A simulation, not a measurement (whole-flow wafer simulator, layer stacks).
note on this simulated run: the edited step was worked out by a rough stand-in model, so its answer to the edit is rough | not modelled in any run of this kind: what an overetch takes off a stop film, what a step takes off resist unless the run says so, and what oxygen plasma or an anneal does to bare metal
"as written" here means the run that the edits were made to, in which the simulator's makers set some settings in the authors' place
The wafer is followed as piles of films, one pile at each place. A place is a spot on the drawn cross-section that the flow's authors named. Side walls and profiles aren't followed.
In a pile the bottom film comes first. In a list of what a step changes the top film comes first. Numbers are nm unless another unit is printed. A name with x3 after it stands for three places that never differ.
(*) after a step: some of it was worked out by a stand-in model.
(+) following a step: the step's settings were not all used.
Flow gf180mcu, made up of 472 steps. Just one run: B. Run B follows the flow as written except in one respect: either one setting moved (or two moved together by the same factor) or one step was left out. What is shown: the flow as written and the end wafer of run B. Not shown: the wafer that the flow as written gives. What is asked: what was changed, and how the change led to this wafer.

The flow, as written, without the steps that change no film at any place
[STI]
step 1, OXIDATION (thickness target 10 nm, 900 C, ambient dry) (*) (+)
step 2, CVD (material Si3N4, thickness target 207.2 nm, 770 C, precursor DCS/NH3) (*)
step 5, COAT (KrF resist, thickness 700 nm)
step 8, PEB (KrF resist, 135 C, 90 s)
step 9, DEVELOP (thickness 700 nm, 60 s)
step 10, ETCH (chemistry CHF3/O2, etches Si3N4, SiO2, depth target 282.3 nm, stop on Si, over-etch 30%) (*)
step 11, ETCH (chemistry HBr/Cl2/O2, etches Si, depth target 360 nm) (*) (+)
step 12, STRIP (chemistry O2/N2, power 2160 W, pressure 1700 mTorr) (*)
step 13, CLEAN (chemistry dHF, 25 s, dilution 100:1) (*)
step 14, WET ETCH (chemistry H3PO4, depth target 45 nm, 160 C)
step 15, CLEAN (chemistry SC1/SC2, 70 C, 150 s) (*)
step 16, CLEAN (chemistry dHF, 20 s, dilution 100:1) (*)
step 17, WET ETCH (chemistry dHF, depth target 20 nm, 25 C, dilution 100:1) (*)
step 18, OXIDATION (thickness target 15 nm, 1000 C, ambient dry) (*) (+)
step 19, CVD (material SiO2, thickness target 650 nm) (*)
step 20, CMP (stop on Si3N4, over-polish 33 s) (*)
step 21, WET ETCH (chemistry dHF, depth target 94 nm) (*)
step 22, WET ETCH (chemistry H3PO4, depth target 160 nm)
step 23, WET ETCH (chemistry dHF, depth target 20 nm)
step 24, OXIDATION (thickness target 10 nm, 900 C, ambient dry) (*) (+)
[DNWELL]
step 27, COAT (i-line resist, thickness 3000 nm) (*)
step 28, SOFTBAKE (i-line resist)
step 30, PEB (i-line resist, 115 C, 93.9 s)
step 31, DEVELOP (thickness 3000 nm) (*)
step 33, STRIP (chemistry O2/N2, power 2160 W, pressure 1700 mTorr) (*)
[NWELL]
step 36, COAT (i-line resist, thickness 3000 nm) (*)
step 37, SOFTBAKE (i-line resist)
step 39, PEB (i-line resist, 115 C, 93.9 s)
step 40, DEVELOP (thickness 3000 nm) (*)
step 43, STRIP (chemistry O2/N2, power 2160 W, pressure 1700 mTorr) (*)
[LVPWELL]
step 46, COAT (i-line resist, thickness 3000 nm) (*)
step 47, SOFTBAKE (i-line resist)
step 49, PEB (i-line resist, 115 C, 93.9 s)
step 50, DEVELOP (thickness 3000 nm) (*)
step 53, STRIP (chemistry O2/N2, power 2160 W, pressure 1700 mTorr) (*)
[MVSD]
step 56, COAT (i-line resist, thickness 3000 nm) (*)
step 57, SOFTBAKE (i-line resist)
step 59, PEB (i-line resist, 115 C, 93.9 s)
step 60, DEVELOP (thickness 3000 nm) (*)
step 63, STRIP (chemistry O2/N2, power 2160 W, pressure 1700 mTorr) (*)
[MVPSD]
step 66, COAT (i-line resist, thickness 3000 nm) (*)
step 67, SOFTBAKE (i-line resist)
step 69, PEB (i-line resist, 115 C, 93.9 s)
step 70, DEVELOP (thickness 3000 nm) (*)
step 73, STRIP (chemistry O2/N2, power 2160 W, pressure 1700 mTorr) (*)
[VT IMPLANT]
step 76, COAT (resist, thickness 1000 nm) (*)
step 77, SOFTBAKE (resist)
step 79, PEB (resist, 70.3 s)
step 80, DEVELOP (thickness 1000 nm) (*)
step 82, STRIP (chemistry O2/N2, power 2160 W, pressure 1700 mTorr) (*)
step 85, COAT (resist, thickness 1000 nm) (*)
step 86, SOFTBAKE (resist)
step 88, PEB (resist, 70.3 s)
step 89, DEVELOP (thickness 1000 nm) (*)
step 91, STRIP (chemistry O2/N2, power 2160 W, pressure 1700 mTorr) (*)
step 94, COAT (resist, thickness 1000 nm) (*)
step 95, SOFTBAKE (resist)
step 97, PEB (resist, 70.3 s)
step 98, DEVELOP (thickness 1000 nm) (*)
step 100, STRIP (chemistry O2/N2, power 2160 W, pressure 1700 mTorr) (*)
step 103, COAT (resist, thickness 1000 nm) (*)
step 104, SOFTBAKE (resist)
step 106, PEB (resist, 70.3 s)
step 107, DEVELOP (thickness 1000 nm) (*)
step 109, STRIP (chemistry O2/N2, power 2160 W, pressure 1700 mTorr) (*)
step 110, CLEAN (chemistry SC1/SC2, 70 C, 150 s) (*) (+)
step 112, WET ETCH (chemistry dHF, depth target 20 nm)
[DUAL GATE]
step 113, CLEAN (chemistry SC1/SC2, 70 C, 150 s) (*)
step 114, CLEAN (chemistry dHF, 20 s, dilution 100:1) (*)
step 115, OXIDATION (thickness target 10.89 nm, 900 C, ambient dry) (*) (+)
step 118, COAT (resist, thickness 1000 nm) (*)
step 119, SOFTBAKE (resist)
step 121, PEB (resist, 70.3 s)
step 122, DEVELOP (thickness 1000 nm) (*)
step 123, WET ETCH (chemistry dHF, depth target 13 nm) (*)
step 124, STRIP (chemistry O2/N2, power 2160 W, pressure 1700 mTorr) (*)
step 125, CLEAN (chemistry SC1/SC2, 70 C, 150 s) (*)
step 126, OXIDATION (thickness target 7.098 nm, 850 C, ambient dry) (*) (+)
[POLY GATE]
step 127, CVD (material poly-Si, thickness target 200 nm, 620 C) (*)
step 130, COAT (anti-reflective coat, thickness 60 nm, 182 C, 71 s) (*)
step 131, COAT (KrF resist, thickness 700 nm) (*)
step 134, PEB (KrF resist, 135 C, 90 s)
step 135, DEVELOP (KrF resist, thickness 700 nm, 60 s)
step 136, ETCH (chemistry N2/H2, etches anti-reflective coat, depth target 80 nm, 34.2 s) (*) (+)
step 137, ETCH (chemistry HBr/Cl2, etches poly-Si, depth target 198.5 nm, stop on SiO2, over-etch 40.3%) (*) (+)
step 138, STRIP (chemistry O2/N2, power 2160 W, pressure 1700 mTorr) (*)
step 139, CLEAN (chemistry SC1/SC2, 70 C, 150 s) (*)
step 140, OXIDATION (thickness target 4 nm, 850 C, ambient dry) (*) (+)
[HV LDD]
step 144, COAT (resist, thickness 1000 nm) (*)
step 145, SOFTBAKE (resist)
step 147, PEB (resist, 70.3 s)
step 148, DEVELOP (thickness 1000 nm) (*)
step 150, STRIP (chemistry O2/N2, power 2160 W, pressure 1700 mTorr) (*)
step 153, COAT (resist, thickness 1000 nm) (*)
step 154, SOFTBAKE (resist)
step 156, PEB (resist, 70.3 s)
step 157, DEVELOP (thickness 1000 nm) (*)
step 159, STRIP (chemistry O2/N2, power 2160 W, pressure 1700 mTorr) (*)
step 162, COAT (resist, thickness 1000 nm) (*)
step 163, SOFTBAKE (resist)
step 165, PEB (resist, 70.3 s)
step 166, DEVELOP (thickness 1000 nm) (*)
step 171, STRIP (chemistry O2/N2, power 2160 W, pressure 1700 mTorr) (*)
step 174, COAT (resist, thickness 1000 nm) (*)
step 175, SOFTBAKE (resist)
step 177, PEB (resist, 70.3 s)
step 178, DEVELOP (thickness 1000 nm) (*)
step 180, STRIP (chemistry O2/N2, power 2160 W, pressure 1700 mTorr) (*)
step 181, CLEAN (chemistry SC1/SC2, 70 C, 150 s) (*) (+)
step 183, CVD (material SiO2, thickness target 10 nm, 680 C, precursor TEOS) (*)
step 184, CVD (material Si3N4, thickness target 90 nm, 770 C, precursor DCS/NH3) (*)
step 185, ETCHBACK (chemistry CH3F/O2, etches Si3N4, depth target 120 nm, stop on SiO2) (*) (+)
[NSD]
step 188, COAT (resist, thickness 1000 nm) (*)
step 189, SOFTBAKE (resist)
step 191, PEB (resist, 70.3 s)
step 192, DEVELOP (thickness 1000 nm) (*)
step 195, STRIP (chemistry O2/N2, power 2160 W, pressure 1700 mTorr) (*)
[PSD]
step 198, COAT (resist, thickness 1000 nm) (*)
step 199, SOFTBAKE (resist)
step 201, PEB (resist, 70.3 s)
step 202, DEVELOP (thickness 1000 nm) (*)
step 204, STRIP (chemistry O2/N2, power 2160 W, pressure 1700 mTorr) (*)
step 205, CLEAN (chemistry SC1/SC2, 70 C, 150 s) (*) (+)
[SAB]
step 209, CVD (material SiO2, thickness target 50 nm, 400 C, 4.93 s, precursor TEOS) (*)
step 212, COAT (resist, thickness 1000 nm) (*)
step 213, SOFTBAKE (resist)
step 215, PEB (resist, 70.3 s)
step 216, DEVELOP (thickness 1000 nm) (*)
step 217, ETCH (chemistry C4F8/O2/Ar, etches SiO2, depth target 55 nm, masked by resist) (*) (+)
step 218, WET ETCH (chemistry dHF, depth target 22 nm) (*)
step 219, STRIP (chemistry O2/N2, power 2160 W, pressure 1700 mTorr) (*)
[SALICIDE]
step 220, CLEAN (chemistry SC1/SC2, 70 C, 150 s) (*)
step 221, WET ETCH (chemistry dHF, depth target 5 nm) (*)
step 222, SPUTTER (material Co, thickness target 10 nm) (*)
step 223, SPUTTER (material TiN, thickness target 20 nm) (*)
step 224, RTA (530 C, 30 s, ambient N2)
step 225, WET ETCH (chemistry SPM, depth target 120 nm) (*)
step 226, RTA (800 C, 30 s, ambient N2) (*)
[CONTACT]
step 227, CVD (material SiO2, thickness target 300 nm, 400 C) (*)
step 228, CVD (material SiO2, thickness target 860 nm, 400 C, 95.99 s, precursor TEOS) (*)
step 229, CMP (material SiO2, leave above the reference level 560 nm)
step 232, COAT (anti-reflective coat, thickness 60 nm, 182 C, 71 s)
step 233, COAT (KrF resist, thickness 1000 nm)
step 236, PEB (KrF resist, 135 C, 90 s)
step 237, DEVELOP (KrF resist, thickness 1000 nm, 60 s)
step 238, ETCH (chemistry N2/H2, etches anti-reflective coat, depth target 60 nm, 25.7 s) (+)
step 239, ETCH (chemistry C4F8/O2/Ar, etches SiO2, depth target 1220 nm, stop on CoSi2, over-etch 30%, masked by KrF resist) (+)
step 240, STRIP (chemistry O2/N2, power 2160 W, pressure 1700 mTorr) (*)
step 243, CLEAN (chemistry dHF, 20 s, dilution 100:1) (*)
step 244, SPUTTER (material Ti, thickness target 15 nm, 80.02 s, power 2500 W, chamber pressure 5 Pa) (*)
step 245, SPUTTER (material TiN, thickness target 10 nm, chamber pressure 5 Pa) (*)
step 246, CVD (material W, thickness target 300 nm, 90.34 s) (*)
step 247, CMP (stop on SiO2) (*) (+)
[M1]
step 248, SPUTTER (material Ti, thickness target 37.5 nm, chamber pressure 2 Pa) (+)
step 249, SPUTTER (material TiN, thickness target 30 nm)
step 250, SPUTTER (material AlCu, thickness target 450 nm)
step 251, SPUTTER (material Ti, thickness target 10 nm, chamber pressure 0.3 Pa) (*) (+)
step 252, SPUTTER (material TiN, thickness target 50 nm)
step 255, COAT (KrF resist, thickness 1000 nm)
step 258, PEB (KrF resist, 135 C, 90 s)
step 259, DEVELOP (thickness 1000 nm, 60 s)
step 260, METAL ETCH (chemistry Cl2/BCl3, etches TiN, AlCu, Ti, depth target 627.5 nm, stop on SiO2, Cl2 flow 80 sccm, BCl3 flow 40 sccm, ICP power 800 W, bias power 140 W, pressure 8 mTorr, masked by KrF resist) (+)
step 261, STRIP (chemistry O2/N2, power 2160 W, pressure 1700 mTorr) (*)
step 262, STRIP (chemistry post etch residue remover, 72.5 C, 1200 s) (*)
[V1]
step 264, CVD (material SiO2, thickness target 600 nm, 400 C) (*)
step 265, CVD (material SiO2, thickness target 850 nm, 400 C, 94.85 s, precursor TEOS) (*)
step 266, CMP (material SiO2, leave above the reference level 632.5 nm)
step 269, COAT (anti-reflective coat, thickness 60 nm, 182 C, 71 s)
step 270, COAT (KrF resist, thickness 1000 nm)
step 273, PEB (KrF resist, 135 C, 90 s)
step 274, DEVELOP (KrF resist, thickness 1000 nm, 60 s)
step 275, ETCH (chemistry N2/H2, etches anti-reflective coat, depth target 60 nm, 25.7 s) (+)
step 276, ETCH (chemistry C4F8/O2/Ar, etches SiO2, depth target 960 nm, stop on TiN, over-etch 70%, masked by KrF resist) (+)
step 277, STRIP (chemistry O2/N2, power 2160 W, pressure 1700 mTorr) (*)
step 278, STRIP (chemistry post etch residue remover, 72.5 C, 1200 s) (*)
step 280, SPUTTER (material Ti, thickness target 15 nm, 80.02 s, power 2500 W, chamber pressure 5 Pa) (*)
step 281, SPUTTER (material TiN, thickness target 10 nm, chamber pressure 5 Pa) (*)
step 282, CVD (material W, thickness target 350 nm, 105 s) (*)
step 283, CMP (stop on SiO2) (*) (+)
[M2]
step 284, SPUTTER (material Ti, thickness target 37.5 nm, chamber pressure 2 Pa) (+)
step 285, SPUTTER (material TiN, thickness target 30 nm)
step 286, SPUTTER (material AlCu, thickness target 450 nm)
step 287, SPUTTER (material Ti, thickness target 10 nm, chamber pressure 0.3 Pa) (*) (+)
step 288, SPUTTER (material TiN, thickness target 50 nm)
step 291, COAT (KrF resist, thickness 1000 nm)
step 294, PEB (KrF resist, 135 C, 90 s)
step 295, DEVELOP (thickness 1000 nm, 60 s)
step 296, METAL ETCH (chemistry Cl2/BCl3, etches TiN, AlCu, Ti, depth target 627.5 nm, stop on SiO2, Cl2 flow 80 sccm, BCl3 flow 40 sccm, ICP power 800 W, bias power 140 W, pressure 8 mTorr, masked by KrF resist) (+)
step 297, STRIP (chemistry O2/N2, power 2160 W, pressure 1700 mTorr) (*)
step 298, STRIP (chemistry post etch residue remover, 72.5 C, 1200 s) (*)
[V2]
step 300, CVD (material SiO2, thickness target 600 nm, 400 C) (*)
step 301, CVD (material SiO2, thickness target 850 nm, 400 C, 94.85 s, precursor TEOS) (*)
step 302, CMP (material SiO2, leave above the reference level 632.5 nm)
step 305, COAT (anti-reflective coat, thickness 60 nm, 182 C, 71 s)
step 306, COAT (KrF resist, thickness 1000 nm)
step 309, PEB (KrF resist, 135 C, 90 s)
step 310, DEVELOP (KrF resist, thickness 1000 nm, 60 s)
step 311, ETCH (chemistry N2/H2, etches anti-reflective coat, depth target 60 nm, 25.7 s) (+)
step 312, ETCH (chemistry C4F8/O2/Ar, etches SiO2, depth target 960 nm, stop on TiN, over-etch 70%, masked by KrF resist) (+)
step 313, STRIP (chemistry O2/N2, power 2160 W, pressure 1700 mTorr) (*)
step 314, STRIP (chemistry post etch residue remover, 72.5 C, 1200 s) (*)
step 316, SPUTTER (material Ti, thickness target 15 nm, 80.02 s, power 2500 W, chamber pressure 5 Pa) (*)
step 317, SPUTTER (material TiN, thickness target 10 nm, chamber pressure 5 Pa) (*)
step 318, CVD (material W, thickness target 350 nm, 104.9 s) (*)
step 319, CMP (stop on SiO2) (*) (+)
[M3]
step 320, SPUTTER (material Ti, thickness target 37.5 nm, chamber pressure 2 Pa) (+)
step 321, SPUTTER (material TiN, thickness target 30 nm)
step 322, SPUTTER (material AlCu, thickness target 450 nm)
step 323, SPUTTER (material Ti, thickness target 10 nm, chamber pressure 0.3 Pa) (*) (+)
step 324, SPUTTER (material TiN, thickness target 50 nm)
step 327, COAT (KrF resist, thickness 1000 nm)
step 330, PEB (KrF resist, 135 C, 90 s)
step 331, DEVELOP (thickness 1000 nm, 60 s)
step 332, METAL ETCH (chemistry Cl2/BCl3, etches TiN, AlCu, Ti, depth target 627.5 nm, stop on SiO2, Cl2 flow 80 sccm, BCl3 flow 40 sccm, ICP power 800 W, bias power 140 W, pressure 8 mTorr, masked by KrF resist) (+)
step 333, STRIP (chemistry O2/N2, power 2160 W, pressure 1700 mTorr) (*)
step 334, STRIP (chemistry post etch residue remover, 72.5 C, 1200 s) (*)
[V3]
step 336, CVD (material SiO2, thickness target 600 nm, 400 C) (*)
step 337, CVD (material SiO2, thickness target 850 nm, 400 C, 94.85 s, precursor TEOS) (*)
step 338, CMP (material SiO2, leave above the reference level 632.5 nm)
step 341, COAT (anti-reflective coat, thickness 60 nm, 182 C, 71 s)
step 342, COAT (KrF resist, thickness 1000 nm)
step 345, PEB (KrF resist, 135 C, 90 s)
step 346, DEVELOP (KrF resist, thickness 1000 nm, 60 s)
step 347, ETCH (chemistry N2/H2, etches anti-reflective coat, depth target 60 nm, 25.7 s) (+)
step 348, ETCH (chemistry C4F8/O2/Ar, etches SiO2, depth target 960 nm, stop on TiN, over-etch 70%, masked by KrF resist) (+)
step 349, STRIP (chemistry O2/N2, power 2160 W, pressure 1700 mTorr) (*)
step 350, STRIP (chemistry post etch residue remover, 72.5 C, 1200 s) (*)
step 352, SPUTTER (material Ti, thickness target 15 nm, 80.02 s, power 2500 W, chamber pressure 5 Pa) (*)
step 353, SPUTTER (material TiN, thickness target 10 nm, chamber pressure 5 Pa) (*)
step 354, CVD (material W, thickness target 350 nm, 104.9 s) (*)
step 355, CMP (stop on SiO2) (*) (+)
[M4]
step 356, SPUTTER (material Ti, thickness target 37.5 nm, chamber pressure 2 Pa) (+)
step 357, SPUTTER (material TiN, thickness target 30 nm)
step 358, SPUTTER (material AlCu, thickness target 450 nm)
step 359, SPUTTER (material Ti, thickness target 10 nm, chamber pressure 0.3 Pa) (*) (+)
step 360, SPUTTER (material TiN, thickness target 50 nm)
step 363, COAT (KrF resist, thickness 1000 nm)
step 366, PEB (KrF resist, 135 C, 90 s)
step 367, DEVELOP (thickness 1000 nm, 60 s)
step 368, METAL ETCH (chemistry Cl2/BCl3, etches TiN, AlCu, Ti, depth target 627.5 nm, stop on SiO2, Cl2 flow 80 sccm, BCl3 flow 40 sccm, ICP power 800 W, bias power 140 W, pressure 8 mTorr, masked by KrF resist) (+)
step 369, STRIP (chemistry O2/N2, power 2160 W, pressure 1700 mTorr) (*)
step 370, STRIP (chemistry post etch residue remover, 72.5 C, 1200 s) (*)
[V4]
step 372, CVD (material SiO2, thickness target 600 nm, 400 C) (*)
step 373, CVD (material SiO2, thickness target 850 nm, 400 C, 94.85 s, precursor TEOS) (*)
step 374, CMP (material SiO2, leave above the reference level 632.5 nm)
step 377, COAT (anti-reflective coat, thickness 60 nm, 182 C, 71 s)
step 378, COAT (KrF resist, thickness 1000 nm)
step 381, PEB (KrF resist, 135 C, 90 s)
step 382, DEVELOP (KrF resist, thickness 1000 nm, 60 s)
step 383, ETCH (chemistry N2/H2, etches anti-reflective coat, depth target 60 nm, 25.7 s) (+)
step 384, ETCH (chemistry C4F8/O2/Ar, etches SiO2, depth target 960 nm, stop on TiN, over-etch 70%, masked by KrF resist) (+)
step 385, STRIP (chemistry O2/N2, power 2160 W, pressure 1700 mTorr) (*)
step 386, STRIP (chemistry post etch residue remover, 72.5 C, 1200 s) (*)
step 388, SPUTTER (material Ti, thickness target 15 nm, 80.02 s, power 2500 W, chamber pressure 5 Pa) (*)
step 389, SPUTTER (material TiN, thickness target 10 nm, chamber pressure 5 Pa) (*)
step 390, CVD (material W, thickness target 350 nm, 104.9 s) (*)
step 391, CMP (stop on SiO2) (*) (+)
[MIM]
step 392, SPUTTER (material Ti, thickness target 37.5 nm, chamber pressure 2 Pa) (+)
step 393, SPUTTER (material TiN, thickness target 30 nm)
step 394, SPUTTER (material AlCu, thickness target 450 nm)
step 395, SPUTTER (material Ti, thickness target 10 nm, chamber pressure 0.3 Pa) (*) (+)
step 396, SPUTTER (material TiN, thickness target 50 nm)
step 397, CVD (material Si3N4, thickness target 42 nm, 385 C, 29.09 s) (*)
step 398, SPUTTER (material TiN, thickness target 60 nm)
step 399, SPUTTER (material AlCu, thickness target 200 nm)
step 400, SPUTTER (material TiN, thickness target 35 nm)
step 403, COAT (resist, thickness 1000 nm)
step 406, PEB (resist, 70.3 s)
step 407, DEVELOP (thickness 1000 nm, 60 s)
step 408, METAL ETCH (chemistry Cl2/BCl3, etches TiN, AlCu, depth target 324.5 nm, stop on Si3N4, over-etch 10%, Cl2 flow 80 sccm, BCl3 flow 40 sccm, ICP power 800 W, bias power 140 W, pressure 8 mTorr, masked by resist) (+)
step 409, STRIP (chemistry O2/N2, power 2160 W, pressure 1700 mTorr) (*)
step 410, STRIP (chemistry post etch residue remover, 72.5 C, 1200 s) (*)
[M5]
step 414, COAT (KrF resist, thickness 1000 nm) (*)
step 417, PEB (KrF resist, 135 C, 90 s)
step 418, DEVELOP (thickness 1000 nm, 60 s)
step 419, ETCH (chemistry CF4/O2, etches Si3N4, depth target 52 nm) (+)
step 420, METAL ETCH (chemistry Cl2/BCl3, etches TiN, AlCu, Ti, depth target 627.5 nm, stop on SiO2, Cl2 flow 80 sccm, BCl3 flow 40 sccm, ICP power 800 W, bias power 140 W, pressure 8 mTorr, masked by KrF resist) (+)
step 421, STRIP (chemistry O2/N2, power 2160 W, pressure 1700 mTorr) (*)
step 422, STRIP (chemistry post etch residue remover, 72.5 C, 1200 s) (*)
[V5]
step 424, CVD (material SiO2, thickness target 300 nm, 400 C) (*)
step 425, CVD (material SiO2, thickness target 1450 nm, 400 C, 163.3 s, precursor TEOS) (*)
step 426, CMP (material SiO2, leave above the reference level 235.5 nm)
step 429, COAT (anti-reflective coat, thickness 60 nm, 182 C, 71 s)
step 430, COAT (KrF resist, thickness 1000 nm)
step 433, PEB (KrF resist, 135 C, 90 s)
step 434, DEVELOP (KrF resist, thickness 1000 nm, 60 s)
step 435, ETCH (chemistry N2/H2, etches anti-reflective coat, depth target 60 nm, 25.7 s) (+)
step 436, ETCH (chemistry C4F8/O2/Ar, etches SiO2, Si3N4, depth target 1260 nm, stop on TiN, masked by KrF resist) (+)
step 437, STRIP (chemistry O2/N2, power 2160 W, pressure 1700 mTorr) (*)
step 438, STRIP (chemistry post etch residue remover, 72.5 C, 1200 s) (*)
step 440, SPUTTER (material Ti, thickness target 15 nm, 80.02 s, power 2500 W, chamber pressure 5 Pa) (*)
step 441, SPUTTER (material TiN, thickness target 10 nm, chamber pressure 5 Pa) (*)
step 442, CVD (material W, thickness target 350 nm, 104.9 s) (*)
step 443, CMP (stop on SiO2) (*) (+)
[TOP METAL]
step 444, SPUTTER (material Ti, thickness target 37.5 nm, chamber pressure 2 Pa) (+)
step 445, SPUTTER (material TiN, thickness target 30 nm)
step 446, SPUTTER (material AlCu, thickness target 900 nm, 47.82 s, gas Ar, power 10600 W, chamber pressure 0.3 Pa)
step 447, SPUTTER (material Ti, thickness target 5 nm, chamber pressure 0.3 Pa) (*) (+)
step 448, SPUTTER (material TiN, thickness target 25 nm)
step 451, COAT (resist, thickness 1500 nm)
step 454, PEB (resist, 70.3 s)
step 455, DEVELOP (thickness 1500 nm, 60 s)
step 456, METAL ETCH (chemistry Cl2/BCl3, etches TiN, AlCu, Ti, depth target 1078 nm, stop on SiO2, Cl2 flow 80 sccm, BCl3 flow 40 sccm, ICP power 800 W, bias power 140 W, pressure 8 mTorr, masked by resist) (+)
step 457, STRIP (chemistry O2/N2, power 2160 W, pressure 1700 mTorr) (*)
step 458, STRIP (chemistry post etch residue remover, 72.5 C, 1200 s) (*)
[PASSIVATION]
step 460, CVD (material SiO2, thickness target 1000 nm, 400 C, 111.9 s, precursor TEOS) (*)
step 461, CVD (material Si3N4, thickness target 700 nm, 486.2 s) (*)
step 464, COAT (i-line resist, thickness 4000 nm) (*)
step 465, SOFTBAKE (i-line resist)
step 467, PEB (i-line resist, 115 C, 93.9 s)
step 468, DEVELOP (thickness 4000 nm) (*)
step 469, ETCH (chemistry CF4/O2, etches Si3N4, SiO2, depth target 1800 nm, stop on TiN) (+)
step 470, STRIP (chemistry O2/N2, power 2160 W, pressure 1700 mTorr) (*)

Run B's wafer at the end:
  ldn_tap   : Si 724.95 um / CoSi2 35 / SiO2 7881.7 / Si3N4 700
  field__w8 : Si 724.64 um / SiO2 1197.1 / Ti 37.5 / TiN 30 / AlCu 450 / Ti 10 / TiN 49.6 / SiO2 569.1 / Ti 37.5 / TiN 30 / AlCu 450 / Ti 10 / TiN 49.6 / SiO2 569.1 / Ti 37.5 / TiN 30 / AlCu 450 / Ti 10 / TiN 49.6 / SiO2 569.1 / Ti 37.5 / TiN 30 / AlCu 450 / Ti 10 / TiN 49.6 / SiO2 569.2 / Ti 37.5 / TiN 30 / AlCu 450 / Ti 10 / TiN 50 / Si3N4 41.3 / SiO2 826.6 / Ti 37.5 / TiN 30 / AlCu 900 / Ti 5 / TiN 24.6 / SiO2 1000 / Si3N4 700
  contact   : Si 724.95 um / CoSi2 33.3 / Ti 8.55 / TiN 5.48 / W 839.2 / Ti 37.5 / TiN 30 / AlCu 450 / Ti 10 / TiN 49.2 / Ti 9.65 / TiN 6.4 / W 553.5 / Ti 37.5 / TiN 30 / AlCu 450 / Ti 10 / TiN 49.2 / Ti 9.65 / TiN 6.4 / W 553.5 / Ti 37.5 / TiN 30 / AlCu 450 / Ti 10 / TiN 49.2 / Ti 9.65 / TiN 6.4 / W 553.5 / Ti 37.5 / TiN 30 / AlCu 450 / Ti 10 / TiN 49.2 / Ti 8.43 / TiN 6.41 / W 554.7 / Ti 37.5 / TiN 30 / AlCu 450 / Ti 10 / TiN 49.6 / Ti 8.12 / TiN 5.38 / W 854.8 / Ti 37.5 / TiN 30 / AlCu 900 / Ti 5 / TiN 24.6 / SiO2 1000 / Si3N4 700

The reason: step 388, SPUTTER: 70.02 s was run, while the flow as written has 80.02 s.

How this came from the change, step by step:
  step 388, SPUTTER (material Ti, thickness target 15 nm, 80.02 s, power 2500 W, chamber pressure 5 Pa) (*)
      field, field__w1, field__w2 and 107 more: Ti gains 13.1 (new film) (as written it would have been: Ti gains 15 (new film))
      contact: Ti gains 8.43 (new film) (as written it would have been: Ti gains 9.65 (new film))
  step 391, CMP (stop on SiO2) (*) (+)
      field, field__w1, field__w2 and 107 more: W loses 350 (all of it), TiN loses 10 (all of it), Ti loses 13.1 (all of it), SiO2 loses 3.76 (as written it would have been: W loses 350 (all of it), TiN loses 10 (all of it), Ti loses 15 (all of it), SiO2 loses 3.78)
